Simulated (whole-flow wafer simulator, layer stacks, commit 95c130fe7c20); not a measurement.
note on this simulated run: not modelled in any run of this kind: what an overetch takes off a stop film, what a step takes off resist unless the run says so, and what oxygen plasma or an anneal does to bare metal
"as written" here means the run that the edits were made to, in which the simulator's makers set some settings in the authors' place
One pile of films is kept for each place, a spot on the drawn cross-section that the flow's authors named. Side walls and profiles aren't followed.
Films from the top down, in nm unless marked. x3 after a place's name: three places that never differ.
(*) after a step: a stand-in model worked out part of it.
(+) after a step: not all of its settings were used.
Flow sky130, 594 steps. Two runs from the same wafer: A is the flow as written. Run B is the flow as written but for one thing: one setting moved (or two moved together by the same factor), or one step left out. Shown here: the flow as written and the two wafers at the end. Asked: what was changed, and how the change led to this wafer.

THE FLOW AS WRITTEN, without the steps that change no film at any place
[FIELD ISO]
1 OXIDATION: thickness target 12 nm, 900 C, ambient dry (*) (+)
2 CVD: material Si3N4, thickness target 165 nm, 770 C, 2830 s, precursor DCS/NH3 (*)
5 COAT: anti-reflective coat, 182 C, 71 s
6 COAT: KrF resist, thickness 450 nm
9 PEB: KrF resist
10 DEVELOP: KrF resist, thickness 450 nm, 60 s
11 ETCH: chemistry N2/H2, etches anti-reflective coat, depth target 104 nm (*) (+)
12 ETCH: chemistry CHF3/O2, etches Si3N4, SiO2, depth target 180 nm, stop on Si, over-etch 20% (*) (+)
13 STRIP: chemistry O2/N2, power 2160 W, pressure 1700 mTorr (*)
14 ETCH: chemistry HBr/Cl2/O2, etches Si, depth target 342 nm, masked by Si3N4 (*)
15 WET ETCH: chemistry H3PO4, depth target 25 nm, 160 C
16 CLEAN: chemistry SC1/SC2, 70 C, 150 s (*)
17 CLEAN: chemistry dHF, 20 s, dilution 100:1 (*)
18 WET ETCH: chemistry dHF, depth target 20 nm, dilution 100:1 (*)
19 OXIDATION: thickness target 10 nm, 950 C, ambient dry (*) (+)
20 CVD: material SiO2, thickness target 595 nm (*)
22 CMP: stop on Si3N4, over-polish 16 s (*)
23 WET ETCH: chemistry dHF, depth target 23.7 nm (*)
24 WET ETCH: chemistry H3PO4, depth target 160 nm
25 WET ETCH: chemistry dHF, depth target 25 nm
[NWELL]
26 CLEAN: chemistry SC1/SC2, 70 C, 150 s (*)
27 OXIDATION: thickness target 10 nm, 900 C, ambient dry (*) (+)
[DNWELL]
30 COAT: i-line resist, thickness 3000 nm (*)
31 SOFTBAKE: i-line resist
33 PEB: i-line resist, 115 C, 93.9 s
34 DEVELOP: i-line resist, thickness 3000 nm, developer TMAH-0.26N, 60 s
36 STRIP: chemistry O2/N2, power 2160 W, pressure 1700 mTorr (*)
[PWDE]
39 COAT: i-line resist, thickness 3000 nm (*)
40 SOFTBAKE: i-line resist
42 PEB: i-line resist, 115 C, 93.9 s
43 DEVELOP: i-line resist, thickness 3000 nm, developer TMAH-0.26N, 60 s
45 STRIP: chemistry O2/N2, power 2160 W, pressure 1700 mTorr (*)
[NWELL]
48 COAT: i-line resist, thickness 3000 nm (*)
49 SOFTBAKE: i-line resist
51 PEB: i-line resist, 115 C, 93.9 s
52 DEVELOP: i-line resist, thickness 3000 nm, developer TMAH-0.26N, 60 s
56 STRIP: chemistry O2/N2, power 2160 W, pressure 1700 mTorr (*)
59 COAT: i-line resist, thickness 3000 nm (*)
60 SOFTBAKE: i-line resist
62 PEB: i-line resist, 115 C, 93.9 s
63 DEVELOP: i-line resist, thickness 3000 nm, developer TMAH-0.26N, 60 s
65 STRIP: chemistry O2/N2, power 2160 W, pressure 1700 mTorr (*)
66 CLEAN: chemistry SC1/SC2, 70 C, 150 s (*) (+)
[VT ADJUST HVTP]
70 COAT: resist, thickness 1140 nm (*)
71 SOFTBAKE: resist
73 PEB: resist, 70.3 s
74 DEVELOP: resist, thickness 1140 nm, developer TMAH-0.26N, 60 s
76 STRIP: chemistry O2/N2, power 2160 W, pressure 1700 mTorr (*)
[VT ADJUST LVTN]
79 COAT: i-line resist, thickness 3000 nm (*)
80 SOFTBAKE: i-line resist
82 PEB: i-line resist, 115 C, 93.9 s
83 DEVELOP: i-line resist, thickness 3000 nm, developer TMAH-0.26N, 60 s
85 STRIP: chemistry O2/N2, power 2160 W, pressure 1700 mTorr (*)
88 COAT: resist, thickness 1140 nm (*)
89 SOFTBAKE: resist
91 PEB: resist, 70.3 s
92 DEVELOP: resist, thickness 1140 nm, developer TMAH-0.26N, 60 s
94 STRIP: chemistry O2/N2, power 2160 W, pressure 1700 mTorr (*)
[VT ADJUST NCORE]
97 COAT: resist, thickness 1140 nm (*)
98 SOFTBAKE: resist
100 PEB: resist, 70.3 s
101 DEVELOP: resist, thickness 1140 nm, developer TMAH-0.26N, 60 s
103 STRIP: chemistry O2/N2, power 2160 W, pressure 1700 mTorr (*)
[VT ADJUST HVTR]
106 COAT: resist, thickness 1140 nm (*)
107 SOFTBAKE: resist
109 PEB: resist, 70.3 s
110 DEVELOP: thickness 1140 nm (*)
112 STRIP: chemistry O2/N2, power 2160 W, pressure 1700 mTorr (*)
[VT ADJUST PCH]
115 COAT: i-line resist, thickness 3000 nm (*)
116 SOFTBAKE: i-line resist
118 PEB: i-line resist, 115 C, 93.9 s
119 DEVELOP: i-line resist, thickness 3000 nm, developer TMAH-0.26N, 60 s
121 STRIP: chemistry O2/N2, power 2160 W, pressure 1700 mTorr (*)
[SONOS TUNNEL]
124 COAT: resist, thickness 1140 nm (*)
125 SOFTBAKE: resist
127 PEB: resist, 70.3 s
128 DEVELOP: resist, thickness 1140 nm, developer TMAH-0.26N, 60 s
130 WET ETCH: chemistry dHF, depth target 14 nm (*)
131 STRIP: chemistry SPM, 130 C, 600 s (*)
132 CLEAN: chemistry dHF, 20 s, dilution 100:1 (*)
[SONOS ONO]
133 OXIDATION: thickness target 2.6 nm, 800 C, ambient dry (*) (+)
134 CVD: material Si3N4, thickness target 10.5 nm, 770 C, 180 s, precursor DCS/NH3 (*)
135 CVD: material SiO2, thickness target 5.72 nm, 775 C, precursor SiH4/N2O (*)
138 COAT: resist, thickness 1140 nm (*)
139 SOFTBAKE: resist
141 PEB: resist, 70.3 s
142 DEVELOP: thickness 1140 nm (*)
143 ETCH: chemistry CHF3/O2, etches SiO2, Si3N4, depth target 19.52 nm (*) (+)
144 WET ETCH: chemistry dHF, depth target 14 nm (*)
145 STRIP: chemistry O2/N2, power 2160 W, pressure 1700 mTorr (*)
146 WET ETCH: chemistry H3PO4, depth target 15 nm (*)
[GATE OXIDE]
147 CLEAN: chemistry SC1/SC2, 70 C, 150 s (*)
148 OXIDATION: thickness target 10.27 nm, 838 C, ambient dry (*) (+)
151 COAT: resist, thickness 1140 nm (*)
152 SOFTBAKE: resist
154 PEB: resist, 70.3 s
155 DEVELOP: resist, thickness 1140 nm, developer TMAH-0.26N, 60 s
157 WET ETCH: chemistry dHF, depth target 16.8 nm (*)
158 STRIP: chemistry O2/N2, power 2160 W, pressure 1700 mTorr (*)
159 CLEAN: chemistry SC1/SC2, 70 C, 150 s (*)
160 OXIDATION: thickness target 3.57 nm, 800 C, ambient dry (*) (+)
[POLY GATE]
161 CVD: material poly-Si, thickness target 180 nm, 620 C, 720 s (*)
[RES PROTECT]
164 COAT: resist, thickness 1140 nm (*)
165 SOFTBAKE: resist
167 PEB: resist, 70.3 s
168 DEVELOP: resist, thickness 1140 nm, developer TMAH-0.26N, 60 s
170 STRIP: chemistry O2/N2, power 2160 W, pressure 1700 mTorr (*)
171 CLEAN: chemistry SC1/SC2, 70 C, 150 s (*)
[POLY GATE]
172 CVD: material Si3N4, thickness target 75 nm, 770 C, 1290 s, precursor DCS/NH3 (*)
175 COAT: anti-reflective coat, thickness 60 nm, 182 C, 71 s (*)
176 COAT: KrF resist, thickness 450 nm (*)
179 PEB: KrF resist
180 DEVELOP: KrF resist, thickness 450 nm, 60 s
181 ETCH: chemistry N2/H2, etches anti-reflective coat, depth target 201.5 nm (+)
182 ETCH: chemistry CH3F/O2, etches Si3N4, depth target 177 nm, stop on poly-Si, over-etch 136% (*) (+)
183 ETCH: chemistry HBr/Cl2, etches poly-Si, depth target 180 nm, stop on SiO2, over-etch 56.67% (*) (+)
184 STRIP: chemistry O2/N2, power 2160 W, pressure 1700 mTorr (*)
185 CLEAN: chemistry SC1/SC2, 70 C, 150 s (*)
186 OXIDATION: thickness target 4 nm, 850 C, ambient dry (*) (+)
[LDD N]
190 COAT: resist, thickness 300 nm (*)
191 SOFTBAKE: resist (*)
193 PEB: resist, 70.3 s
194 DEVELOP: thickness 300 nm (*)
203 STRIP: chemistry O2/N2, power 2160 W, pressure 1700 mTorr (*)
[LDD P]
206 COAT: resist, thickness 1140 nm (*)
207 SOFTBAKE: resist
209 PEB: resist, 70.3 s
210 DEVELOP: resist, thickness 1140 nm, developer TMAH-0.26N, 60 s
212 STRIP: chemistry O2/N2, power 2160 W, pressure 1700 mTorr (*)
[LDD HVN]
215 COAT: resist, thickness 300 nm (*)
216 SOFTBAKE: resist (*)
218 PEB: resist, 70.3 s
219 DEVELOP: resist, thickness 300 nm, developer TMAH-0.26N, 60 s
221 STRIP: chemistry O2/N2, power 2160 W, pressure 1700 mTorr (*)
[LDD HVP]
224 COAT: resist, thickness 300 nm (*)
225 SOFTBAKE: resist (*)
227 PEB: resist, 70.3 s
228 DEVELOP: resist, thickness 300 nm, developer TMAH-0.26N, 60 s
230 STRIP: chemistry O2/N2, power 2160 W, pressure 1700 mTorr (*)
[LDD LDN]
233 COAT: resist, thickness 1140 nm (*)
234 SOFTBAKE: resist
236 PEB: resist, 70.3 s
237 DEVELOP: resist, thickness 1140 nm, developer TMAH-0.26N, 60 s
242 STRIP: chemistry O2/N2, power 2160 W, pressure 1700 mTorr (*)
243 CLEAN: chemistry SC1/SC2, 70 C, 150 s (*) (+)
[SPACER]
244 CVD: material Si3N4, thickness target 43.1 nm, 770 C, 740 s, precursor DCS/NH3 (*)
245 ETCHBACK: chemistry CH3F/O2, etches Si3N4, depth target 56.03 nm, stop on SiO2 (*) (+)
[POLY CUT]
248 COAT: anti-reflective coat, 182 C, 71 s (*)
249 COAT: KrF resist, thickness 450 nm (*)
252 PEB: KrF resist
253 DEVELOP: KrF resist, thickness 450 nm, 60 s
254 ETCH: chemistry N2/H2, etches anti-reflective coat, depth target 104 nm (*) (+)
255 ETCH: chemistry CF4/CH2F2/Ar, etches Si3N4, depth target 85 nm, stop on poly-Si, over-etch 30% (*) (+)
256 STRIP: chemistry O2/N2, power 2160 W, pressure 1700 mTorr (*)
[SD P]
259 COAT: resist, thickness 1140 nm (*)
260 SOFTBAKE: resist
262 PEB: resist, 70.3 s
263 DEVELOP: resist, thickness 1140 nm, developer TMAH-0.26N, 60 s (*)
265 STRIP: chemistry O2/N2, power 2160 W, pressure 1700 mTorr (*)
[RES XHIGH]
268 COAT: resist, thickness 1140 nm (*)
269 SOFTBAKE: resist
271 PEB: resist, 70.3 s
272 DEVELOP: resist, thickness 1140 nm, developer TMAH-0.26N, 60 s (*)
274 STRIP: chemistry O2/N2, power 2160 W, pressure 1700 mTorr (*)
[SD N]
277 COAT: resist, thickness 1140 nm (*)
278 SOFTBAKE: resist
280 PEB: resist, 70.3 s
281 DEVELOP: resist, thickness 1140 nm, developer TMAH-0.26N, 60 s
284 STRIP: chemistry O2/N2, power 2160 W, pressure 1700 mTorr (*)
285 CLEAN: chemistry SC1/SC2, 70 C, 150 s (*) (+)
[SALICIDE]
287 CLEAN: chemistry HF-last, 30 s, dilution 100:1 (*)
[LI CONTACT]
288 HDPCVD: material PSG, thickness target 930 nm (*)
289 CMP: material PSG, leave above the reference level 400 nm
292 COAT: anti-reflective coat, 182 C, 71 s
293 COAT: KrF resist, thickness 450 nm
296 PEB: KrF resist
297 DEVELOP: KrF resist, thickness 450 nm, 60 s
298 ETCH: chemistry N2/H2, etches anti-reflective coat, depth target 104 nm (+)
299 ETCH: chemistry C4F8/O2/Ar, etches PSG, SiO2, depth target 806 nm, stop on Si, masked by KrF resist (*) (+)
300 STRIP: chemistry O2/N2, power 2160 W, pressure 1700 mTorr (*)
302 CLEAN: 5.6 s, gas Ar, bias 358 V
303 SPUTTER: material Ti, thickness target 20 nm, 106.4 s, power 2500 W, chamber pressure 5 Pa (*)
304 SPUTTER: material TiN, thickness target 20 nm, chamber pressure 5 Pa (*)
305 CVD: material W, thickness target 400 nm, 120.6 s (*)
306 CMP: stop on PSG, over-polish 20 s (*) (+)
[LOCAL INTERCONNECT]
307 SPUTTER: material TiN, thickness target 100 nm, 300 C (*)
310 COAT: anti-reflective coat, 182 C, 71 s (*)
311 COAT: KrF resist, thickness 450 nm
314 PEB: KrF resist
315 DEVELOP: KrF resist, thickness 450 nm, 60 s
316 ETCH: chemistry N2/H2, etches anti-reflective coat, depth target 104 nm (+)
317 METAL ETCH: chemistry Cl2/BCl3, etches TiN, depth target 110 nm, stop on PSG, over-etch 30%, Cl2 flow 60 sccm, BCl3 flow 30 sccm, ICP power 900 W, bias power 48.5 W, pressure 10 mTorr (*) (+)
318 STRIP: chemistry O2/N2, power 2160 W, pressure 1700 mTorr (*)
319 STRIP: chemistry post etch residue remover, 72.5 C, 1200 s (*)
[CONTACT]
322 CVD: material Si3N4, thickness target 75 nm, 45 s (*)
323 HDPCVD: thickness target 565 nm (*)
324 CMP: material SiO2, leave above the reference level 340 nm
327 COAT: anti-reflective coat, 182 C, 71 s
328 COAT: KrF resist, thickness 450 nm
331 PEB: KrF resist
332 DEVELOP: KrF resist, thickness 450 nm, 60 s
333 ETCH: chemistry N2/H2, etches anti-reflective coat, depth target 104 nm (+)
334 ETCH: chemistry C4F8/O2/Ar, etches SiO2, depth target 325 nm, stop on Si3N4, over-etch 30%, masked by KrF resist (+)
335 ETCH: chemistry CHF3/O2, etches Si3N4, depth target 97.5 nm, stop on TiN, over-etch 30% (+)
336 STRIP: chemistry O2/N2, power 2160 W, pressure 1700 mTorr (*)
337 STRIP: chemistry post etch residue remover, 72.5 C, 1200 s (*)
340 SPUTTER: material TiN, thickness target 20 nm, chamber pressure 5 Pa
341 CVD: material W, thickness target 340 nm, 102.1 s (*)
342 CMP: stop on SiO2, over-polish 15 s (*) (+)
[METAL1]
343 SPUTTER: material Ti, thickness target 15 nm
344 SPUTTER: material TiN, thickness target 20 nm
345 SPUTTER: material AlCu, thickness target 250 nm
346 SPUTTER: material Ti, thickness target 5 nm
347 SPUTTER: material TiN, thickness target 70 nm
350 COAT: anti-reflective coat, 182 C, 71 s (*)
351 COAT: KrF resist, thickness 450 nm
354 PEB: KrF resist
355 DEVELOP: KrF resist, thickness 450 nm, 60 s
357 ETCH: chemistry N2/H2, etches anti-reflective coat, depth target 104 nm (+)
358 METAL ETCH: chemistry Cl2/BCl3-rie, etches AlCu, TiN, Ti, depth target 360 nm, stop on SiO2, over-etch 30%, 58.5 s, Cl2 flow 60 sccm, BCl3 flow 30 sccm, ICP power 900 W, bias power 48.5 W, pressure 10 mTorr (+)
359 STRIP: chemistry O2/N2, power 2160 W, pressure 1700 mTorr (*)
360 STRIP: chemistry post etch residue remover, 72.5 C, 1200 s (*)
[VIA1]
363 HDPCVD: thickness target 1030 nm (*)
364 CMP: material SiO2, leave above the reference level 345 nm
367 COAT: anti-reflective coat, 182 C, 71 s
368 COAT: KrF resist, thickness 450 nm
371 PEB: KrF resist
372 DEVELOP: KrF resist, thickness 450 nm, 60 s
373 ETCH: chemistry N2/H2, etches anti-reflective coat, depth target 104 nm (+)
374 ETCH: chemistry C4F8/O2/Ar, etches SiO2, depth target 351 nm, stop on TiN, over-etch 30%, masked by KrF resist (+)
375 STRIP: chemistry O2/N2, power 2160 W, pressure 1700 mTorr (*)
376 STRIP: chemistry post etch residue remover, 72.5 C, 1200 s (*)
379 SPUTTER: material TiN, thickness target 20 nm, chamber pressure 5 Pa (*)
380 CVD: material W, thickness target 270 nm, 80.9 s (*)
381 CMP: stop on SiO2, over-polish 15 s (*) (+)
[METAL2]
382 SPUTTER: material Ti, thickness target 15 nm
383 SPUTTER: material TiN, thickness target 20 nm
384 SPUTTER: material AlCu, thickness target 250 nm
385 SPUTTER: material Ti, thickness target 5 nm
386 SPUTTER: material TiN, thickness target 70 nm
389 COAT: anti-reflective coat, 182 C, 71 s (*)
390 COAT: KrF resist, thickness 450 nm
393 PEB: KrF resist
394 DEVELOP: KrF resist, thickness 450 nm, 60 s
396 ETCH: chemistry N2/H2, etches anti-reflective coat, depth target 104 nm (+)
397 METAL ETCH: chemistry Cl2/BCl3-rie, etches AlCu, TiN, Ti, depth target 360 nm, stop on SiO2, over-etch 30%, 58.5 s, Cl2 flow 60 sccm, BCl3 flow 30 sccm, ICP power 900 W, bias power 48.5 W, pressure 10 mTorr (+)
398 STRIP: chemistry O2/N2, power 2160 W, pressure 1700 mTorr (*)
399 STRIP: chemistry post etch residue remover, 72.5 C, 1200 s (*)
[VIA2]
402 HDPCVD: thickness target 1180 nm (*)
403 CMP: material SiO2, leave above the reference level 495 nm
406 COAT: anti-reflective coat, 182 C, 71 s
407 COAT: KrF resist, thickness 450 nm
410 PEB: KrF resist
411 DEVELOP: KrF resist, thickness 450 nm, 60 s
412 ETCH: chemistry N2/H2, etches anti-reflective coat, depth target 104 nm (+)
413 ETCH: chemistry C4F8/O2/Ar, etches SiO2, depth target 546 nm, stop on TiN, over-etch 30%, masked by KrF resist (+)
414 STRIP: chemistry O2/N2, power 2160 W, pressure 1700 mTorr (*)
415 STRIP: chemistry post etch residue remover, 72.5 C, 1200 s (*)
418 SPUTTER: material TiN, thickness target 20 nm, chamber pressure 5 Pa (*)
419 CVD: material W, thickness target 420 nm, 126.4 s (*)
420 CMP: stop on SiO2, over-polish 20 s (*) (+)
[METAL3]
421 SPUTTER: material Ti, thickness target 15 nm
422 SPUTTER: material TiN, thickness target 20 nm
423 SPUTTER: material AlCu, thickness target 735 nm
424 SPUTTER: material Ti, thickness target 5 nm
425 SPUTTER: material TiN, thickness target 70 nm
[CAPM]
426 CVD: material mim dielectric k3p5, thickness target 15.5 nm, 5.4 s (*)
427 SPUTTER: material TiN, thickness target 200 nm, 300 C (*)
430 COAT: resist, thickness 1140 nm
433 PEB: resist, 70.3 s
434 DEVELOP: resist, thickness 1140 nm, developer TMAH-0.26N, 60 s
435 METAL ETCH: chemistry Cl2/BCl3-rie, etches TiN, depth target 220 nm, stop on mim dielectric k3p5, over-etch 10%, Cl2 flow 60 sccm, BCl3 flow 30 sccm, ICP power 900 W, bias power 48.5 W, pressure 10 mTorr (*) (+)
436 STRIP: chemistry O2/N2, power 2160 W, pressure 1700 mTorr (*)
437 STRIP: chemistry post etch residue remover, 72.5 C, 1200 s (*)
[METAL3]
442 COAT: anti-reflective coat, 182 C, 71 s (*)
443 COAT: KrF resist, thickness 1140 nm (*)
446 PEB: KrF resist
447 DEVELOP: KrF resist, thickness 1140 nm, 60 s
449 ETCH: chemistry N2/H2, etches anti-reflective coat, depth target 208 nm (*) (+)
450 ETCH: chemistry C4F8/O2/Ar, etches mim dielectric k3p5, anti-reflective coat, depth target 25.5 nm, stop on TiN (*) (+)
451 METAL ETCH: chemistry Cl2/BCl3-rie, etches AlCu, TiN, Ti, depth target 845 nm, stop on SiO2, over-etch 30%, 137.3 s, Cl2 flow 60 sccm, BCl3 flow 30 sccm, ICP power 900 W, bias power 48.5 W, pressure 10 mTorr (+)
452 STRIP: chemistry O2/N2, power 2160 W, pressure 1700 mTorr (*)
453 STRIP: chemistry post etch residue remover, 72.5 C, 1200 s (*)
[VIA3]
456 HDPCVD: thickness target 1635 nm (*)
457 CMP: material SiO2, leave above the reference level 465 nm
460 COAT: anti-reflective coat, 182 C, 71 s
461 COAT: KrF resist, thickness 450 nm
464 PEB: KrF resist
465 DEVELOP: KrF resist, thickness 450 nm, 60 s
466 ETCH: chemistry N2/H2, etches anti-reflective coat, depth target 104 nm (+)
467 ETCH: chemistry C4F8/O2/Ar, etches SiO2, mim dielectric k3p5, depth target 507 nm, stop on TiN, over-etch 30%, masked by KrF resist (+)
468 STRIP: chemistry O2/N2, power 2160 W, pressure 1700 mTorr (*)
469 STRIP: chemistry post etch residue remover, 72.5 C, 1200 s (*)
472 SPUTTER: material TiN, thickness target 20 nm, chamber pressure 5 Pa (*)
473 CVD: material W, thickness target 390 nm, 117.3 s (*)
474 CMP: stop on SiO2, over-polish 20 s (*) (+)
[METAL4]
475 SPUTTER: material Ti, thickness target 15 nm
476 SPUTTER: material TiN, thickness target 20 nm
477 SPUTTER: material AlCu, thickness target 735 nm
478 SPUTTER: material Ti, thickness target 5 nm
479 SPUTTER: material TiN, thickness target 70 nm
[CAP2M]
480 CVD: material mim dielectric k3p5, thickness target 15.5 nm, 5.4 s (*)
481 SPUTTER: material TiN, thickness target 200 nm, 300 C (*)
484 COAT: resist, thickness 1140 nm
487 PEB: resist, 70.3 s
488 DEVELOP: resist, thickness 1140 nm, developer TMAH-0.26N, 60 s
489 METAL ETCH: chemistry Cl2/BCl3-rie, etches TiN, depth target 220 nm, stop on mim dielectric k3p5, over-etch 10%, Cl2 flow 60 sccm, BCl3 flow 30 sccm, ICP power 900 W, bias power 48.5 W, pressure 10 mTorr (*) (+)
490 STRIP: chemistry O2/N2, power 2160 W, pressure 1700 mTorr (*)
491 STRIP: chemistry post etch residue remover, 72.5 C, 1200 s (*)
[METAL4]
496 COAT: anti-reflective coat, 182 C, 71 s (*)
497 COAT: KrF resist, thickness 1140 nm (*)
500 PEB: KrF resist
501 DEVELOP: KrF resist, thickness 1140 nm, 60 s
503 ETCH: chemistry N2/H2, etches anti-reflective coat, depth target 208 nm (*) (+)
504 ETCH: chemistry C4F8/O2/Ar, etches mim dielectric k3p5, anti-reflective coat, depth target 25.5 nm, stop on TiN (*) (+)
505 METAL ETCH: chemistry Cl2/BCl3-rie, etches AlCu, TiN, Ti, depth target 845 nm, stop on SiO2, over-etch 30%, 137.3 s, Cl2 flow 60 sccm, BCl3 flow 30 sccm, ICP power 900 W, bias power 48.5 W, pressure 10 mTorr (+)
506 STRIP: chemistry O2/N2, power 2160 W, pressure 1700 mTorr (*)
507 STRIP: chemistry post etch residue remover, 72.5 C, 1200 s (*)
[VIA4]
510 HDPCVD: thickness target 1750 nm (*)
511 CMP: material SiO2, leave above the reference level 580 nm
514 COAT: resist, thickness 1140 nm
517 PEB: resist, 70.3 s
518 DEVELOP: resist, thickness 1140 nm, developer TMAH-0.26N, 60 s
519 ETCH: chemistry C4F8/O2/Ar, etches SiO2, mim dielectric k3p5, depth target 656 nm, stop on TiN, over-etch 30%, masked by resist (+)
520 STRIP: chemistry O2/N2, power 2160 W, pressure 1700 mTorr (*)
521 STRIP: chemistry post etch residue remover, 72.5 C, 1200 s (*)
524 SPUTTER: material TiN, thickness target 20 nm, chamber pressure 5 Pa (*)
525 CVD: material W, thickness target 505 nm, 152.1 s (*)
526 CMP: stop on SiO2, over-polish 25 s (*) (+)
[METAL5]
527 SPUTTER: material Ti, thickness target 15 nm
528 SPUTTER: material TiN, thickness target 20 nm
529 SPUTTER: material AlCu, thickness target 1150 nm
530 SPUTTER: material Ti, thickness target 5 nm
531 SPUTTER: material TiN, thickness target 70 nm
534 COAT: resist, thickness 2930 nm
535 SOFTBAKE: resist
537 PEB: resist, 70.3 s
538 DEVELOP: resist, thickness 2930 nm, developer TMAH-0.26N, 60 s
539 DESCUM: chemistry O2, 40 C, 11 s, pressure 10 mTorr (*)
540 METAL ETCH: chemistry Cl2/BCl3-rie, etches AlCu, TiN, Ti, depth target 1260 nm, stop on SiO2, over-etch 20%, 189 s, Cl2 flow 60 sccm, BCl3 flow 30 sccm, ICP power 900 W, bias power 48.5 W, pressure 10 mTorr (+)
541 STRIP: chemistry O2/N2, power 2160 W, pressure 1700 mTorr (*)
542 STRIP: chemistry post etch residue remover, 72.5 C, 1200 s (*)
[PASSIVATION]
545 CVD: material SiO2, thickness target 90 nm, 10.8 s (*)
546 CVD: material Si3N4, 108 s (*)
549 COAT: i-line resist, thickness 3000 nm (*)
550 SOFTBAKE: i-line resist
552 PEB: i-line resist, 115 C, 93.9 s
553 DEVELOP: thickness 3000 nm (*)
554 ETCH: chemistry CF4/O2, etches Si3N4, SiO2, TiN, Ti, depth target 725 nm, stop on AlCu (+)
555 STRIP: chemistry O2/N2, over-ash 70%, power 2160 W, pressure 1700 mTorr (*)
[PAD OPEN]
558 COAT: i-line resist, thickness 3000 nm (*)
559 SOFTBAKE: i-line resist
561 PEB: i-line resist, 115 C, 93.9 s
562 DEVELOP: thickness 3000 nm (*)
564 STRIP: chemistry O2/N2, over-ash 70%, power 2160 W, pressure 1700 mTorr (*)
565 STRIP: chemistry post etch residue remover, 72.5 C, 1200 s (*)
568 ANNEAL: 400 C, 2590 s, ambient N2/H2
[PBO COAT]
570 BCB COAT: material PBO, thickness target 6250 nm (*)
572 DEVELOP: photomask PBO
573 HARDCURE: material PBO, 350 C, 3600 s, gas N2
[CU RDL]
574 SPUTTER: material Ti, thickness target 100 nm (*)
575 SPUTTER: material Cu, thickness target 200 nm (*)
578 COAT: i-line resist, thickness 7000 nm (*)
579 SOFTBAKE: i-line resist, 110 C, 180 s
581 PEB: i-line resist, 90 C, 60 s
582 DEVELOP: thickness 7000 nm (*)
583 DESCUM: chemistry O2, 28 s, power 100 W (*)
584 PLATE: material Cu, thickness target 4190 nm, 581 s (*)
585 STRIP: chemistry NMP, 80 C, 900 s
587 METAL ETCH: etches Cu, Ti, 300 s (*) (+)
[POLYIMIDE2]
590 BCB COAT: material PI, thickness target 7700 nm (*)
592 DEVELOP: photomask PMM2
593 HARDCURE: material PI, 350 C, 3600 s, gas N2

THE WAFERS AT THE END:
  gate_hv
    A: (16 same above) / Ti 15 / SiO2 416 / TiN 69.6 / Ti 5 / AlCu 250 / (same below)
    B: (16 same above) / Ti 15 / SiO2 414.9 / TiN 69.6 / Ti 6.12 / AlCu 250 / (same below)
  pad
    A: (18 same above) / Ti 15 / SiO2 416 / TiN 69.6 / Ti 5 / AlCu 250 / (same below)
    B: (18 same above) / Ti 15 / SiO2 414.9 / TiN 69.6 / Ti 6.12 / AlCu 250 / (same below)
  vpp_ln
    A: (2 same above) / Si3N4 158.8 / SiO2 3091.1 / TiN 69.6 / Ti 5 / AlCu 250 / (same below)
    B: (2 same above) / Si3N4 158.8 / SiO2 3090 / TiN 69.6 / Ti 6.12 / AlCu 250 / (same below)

The cause: step 385, SPUTTER: thickness target 6.12 nm was run, where the flow has thickness target 5 nm.
It can be read off the wafer: gate_hv has Ti 6.12, and step 385 as written asks for 5 nm.

How the change led to this, step by step:
  385 SPUTTER: material Ti, thickness target 5 nm
      field, active, n_well and 188 more: A Ti +5 (new film) | B Ti +6.12 (new film)
  397 METAL ETCH: chemistry Cl2/BCl3-rie, etches AlCu, TiN, Ti, depth target 360 nm, stop on SiO2, over-etch 30%, 58.5 s, Cl2 flow 60 sccm, BCl3 flow 30 sccm, ICP power 900 W, bias power 48.5 W, pressure 10 mTorr (+)
      field, active, gate and 82 more: A TiN -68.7 (all of it), Ti -5 (all of it), AlCu -250 (all of it), TiN -20 (all of it), Ti -15 (all of it), SiO2 -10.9 | B TiN -68.7 (all of it), Ti -6.12 (all of it), AlCu -250 (all of it), TiN -20 (all of it), Ti -15 (all of it), SiO2 -10.8
